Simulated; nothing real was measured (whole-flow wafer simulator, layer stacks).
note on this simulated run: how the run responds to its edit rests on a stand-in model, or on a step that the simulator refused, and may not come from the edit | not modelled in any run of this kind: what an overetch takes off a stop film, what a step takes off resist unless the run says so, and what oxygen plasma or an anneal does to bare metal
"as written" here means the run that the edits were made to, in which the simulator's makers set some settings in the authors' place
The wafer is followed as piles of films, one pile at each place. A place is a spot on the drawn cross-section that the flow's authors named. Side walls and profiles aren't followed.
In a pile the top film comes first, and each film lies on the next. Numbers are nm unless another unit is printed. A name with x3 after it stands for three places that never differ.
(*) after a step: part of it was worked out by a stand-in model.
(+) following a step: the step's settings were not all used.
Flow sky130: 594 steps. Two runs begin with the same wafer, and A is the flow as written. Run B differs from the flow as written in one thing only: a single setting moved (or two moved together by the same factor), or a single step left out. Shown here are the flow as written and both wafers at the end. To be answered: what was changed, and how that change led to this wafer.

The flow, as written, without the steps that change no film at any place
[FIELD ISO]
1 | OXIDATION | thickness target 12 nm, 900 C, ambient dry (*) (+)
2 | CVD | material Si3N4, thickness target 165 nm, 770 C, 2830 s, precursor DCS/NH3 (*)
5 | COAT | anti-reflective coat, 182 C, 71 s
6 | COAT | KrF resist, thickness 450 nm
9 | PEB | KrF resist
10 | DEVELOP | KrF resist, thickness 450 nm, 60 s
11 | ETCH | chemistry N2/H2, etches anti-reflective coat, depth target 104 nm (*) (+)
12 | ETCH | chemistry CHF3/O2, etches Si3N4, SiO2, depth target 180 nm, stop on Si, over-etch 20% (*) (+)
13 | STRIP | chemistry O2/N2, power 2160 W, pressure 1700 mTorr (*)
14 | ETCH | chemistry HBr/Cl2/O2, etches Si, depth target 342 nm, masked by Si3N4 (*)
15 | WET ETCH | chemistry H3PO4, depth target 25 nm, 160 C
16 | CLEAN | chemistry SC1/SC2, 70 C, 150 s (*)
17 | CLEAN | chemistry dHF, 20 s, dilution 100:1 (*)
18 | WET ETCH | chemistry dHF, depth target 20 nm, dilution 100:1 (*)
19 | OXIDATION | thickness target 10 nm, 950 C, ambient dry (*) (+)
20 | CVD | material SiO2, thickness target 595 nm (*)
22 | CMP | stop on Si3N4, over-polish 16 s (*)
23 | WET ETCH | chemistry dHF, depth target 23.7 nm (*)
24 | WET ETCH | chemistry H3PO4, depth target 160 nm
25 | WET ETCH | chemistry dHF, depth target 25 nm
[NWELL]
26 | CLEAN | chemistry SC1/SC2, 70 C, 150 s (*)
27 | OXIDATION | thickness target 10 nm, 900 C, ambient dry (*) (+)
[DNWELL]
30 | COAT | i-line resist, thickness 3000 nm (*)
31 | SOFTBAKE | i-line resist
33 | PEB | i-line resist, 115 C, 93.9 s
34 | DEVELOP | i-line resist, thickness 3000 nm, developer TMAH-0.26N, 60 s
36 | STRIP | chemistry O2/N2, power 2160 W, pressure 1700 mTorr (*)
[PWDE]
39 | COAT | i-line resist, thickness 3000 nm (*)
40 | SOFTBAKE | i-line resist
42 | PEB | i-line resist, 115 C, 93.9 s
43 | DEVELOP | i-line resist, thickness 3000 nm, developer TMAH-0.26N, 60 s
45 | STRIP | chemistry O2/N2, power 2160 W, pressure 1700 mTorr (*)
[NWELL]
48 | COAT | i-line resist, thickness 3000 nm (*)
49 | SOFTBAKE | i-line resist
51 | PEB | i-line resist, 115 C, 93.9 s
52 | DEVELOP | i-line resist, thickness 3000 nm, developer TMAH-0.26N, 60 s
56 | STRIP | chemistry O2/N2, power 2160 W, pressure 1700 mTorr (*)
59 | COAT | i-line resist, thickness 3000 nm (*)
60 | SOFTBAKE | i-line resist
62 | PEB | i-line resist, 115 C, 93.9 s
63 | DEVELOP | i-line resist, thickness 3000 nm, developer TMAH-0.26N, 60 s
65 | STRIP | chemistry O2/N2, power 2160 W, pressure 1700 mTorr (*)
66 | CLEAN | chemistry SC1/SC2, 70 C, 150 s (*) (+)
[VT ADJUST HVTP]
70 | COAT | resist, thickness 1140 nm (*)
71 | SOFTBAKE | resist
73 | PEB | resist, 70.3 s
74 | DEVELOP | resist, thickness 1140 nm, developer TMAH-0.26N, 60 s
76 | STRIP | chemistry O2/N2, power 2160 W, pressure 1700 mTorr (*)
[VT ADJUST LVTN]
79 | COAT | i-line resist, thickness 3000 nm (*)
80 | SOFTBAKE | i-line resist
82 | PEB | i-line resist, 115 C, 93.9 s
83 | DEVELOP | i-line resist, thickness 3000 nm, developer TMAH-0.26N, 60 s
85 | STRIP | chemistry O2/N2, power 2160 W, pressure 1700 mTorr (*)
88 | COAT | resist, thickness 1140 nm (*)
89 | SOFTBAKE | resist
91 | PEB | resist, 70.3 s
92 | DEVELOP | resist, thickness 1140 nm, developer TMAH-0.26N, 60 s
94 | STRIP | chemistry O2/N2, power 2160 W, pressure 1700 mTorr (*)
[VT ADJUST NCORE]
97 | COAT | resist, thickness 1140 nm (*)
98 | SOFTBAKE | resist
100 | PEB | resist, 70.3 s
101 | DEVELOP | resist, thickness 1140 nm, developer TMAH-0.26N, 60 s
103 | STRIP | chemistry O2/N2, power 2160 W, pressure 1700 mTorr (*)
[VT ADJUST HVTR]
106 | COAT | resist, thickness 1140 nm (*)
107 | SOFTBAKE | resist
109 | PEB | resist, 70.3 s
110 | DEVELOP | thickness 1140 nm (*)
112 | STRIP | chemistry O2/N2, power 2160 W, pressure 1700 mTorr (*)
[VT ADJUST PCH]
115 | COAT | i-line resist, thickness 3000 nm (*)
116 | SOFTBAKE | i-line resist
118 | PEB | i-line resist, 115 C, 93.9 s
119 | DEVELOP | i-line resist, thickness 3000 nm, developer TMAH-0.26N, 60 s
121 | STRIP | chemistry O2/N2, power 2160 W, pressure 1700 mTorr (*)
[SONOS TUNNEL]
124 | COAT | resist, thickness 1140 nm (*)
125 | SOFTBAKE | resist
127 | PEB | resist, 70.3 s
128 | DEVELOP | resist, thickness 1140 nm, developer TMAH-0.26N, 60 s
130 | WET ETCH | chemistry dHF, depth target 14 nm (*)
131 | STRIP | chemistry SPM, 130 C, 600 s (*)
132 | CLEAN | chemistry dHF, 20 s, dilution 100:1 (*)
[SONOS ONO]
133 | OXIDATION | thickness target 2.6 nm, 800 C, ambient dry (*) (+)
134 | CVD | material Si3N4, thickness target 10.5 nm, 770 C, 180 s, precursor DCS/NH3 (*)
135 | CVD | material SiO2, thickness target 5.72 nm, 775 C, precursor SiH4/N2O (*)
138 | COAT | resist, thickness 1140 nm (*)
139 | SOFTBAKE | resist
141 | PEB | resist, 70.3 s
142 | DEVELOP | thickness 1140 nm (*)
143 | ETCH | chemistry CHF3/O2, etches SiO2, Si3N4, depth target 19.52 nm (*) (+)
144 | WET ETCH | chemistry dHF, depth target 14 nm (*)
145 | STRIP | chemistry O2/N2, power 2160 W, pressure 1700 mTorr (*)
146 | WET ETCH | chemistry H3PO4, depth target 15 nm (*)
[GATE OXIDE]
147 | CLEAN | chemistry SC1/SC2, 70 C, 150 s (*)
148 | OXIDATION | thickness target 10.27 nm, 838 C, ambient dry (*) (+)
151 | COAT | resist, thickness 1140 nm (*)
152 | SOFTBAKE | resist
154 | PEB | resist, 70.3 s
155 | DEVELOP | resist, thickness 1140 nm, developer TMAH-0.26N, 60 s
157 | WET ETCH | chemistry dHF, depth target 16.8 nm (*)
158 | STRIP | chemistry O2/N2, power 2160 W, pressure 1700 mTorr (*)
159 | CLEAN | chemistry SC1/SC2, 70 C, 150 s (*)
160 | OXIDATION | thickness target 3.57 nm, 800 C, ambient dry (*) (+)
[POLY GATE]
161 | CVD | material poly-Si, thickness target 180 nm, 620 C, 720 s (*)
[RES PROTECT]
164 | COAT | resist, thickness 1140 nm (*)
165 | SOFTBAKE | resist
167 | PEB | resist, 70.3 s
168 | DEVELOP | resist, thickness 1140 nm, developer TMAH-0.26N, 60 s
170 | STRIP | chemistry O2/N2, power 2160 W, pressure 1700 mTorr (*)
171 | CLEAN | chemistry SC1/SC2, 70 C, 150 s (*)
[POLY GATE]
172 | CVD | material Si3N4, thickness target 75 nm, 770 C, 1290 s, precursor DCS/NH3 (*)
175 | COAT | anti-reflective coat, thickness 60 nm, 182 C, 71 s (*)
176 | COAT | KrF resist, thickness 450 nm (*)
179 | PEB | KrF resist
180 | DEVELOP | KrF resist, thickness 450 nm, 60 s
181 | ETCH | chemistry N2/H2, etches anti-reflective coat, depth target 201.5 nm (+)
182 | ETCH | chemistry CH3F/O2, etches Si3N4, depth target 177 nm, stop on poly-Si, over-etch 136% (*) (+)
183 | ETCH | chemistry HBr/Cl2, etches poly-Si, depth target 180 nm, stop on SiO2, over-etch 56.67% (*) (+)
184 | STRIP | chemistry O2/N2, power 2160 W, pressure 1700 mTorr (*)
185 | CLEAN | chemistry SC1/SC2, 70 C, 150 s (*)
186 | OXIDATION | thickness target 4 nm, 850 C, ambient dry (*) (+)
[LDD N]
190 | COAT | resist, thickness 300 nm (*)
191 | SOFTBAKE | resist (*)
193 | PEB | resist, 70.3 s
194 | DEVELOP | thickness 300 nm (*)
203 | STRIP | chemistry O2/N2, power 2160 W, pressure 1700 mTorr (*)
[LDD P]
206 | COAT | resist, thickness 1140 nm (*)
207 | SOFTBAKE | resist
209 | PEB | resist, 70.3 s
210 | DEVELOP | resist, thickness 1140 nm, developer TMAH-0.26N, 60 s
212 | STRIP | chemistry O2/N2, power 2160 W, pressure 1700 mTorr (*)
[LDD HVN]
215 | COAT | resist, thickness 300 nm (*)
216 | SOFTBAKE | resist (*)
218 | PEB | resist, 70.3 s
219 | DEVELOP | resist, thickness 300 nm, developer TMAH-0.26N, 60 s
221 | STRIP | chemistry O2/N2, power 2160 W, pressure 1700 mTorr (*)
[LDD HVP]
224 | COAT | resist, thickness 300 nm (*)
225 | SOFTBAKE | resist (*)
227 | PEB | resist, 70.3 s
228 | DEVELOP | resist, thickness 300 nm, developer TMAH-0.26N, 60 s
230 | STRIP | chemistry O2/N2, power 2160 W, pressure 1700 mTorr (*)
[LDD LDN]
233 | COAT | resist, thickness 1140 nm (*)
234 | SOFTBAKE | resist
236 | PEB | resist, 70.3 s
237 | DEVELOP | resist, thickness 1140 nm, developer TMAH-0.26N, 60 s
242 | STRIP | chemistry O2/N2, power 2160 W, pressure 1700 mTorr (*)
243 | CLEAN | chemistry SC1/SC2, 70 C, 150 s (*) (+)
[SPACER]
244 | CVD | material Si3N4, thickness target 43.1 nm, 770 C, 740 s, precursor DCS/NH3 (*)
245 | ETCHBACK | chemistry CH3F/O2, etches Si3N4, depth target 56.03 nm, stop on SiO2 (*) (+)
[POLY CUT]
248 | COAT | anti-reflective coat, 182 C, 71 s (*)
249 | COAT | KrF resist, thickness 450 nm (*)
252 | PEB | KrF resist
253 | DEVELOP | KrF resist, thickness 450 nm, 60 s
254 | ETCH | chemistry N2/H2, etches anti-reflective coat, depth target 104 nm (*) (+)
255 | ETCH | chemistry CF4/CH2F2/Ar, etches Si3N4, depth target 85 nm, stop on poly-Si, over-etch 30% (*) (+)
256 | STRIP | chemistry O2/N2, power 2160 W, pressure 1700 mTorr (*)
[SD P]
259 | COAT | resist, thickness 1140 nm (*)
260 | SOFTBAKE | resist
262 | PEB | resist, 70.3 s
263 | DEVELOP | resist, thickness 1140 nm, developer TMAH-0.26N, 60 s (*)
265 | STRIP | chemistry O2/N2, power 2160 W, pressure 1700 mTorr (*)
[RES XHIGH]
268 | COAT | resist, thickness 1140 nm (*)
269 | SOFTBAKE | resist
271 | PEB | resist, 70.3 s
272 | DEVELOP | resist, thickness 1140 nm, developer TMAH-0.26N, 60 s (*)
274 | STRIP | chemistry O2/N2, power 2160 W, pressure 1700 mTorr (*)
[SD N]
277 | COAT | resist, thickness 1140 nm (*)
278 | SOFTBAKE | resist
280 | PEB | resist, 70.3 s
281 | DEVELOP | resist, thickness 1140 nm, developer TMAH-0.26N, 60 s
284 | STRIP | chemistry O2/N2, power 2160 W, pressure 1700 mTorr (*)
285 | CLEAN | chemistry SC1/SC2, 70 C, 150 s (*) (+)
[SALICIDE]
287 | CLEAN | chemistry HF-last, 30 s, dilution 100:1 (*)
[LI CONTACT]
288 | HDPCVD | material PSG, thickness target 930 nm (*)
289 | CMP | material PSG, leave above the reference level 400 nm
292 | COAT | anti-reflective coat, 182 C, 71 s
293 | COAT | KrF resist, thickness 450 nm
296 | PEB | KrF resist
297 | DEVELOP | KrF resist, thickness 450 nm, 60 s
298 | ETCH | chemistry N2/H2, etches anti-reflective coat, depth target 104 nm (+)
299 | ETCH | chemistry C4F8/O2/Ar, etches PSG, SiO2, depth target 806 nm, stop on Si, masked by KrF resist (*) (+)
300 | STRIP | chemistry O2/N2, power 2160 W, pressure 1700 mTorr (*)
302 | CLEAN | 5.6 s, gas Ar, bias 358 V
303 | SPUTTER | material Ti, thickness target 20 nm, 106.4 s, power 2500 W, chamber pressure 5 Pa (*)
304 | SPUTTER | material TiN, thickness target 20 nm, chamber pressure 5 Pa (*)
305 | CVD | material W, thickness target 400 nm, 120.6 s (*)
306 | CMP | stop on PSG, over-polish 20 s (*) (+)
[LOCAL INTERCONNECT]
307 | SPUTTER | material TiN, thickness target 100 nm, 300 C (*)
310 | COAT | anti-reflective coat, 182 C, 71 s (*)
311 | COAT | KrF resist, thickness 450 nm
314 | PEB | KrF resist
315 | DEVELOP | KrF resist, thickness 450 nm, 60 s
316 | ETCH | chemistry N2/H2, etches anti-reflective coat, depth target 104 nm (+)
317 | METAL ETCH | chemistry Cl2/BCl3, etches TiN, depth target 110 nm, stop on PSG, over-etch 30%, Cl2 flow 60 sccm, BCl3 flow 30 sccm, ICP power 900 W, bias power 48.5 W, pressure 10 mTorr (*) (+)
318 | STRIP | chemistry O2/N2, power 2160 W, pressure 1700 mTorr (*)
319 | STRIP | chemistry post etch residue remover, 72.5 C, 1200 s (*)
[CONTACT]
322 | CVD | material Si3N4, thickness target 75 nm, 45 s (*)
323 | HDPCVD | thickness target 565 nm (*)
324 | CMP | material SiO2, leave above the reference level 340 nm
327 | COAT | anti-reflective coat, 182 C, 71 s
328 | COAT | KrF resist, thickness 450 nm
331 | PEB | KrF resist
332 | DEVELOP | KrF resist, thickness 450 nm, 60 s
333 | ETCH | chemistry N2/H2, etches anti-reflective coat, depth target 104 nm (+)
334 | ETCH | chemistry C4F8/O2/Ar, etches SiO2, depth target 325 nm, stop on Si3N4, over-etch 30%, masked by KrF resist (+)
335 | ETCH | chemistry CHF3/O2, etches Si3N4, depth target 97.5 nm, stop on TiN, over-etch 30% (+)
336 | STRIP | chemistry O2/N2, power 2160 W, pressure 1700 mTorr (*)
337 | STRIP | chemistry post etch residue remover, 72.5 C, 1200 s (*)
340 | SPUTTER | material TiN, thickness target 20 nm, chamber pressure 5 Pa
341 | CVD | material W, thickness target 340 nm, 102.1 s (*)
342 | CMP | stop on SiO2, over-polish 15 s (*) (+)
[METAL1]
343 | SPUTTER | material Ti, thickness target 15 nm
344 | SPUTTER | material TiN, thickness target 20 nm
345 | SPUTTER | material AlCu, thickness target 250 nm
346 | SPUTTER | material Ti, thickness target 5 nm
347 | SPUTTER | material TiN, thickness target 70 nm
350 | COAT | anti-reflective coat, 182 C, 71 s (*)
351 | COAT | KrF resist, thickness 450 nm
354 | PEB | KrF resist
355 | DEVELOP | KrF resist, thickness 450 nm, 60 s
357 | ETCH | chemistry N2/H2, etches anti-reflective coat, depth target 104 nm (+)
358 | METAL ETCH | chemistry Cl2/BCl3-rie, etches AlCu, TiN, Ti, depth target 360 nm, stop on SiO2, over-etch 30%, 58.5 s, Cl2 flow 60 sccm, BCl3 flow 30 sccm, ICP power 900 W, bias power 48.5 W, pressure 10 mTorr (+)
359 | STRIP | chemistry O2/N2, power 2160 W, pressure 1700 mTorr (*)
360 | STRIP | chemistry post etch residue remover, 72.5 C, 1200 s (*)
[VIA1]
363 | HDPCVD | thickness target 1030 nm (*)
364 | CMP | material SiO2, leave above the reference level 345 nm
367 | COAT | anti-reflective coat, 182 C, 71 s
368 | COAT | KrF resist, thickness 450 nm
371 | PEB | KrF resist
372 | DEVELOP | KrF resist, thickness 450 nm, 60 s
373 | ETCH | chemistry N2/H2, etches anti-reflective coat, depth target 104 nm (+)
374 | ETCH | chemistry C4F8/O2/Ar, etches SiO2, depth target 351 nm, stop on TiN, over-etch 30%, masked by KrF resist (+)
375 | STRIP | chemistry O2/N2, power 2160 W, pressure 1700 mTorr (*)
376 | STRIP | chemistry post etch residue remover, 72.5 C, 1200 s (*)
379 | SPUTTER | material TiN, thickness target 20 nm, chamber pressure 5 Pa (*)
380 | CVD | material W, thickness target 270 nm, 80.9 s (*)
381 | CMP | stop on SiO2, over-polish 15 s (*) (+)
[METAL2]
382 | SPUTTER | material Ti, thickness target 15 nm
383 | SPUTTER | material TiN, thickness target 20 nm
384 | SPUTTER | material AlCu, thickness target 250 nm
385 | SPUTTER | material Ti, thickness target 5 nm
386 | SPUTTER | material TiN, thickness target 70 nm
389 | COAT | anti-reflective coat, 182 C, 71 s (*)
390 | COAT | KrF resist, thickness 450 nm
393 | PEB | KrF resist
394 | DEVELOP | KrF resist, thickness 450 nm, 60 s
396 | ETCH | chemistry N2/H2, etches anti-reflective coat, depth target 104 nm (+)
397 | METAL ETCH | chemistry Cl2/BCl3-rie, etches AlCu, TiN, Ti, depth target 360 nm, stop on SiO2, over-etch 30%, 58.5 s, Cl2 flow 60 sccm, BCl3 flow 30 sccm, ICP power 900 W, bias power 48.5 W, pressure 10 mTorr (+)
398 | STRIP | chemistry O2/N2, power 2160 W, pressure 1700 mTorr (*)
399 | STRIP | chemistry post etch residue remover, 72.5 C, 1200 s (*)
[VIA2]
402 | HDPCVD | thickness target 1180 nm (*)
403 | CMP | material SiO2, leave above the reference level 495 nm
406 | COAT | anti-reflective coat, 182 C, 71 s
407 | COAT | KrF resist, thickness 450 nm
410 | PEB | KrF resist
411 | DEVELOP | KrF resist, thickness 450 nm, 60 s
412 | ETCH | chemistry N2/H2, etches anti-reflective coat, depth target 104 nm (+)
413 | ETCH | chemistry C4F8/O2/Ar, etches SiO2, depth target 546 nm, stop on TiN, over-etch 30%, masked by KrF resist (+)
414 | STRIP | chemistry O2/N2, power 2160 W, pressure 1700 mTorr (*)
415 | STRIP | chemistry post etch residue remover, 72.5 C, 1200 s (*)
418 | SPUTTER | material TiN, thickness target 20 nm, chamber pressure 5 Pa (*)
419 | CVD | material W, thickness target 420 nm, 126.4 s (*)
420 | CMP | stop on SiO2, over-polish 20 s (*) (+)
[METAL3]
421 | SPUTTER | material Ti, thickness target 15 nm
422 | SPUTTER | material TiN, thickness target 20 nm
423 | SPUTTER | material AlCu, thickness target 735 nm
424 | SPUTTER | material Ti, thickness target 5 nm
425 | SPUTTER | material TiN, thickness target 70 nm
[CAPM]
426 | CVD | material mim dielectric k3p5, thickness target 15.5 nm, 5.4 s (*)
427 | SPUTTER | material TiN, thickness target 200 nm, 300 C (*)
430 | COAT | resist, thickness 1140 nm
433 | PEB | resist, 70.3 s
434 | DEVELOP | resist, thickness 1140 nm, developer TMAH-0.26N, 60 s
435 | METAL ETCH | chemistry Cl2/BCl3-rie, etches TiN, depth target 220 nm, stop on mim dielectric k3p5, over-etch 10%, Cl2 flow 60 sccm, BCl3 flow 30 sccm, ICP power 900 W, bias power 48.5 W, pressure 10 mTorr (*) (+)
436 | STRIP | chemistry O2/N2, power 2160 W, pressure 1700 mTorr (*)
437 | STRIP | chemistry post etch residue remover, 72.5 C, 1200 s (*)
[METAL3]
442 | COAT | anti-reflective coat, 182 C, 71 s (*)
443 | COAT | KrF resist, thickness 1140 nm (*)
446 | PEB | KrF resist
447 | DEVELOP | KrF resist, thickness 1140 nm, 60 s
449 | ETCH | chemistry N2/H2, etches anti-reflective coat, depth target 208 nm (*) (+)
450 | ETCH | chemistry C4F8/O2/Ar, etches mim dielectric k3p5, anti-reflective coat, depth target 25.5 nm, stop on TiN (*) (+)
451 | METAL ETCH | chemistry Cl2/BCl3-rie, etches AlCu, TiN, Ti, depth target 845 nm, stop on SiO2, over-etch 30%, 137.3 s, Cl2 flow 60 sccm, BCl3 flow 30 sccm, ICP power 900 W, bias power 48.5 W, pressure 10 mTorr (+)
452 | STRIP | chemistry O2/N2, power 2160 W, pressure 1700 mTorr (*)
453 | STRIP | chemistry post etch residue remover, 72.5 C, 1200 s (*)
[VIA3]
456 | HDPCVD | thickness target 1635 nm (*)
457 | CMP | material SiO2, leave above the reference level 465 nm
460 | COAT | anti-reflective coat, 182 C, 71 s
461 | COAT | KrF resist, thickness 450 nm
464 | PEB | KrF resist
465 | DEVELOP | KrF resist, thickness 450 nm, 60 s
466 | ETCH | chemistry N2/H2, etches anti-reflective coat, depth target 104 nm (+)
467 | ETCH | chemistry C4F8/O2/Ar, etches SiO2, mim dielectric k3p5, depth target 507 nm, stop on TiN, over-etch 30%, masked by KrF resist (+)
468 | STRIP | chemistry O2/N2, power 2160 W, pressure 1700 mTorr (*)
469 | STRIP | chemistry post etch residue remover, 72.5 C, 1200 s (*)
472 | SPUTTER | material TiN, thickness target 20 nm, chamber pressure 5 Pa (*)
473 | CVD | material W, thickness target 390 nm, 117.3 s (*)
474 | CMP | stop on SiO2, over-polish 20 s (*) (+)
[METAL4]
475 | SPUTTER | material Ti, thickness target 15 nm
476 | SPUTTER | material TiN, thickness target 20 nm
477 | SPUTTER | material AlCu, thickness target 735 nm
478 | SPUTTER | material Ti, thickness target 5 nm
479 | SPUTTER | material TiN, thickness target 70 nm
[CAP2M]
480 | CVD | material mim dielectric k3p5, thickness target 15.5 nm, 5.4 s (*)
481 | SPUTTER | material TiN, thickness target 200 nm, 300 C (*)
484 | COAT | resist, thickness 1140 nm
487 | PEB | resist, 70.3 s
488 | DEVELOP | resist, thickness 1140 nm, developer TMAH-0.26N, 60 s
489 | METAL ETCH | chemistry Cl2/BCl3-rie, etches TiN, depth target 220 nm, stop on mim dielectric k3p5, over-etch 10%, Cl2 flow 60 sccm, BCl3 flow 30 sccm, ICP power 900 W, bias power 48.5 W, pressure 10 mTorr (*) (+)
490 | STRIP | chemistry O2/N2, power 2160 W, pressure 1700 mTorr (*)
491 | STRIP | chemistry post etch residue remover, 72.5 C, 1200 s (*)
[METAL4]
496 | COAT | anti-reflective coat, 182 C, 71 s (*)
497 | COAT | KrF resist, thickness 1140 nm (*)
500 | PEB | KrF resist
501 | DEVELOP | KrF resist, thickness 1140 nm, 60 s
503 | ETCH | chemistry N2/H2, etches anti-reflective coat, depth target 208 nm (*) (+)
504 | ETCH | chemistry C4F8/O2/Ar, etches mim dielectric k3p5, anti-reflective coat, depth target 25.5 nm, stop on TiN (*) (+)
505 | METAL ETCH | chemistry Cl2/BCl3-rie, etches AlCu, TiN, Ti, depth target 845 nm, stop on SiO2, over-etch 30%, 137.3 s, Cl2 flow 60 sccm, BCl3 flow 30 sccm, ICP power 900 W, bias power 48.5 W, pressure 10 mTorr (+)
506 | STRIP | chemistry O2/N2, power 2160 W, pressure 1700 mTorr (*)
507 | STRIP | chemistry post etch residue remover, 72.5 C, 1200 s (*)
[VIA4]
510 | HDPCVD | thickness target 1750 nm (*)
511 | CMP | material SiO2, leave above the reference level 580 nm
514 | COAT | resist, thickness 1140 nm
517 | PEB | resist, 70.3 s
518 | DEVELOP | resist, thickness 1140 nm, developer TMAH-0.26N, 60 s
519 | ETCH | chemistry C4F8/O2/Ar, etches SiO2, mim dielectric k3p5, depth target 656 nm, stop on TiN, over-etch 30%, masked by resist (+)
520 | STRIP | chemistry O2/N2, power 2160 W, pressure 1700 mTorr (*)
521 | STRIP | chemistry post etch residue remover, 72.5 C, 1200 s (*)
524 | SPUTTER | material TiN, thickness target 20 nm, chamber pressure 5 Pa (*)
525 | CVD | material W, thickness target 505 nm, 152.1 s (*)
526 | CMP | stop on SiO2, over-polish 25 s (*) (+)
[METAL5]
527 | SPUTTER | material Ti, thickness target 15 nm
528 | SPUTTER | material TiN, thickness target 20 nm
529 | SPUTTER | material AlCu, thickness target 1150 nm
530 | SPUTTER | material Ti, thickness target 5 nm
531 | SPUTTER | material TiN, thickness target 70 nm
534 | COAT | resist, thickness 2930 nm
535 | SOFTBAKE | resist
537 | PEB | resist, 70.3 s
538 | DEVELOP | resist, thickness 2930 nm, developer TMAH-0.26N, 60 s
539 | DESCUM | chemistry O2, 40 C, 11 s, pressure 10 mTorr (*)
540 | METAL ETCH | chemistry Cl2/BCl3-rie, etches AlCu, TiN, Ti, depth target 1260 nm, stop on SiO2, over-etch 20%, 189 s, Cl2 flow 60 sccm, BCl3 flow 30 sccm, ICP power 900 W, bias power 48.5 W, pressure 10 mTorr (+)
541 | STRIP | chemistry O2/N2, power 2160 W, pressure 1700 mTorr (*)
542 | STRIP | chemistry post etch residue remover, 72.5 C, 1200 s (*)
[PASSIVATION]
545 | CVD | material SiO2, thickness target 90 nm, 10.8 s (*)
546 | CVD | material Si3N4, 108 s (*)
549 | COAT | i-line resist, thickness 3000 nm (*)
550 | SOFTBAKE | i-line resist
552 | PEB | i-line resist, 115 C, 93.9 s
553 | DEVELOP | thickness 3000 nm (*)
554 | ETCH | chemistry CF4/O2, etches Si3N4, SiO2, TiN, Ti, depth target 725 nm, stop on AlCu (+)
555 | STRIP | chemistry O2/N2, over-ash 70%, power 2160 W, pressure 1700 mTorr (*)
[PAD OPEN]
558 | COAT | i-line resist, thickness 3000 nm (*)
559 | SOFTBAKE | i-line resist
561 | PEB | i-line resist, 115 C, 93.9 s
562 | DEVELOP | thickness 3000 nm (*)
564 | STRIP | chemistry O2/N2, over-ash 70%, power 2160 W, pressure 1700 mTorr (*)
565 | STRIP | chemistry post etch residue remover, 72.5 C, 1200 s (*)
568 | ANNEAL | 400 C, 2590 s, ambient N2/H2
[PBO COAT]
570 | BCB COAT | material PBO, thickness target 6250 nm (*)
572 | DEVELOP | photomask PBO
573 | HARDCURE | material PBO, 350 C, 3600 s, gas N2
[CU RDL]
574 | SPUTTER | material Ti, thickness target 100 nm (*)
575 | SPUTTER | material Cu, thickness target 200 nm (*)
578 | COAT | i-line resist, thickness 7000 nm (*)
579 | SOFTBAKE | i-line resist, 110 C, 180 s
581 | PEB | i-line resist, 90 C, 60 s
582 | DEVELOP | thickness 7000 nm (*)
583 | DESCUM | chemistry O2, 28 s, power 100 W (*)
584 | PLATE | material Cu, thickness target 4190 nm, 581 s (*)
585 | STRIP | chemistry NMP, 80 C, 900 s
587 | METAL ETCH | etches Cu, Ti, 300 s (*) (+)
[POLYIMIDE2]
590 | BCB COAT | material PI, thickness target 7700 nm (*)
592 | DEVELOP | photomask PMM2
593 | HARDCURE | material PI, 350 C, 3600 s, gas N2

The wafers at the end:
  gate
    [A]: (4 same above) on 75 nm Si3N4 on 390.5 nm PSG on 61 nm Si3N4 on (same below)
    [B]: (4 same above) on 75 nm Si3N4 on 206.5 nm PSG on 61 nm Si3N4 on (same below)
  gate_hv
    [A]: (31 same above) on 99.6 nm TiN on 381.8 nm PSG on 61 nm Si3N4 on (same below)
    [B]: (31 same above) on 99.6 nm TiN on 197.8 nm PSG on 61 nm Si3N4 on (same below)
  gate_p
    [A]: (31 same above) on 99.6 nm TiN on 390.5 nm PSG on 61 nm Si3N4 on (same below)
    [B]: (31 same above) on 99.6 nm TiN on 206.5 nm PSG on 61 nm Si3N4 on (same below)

What caused this: step 289, CMP: leave above the reference level 216 nm was run, though the flow has leave above the reference level 400 nm.

The path from the change to this, step by step:
  289 | CMP | material PSG, leave above the reference level 400 nm
      gate, spacer, gate_p and 34 more: A -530 PSG | B -714 PSG
      mim, vpp_sp, vpp_ln and 30 more: A -333.9 PSG | B -517.9 PSG
      (also at 122 further places)
  299 | ETCH | chemistry C4F8/O2/Ar, etches PSG, SiO2, depth target 806 nm, stop on Si, masked by KrF resist (*) (+)
      field, active, n_well and 184 more: A -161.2 KrF resist | B -138.2 KrF resist
      contact, ndiff_licon, ndiff_licon_cpp: A -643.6 PSG (all of it), -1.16 SiO2 (all of it) | B -459.6 PSG (all of it), -1.16 SiO2 (all of it)
      (also at 2 further places)
  300 | STRIP | chemistry O2/N2, power 2160 W, pressure 1700 mTorr (*)
      field, active, n_well and 184 more: A -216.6 KrF resist (all of it), -80 anti-reflective coat (all of it) | B -239.6 KrF resist (all of it), -80 anti-reflective coat (all of it)
  303 | SPUTTER | material Ti, thickness target 20 nm, 106.4 s, power 2500 W, chamber pressure 5 Pa (*)
      ndiff_licon: A +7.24 Ti (new film) | B +9.67 Ti (new film)
      ndiff_licon_cpp: A +6.53 Ti (new film) | B +8.71 Ti (new film)
      (also at 1 further place)
  304 | SPUTTER | material TiN, thickness target 20 nm, chamber pressure 5 Pa (*)
      ndiff_licon: A +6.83 TiN (new film) | B +9.25 TiN (new film)
      ndiff_licon_cpp: A +6.17 TiN (new film) | B +8.35 TiN (new film)
      (also at 1 further place)
  305 | CVD | material W, thickness target 400 nm, 120.6 s (*)
      ndiff_licon: A +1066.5 W (new film) | B +877.7 W (new film)
      ndiff_licon_cpp: A +1067.9 W (new film) | B +879.6 W (new film)
      (also at 1 further place)
  306 | CMP | stop on PSG, over-polish 20 s (*) (+)
      poly_licon: A -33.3 W | B -217.3 W
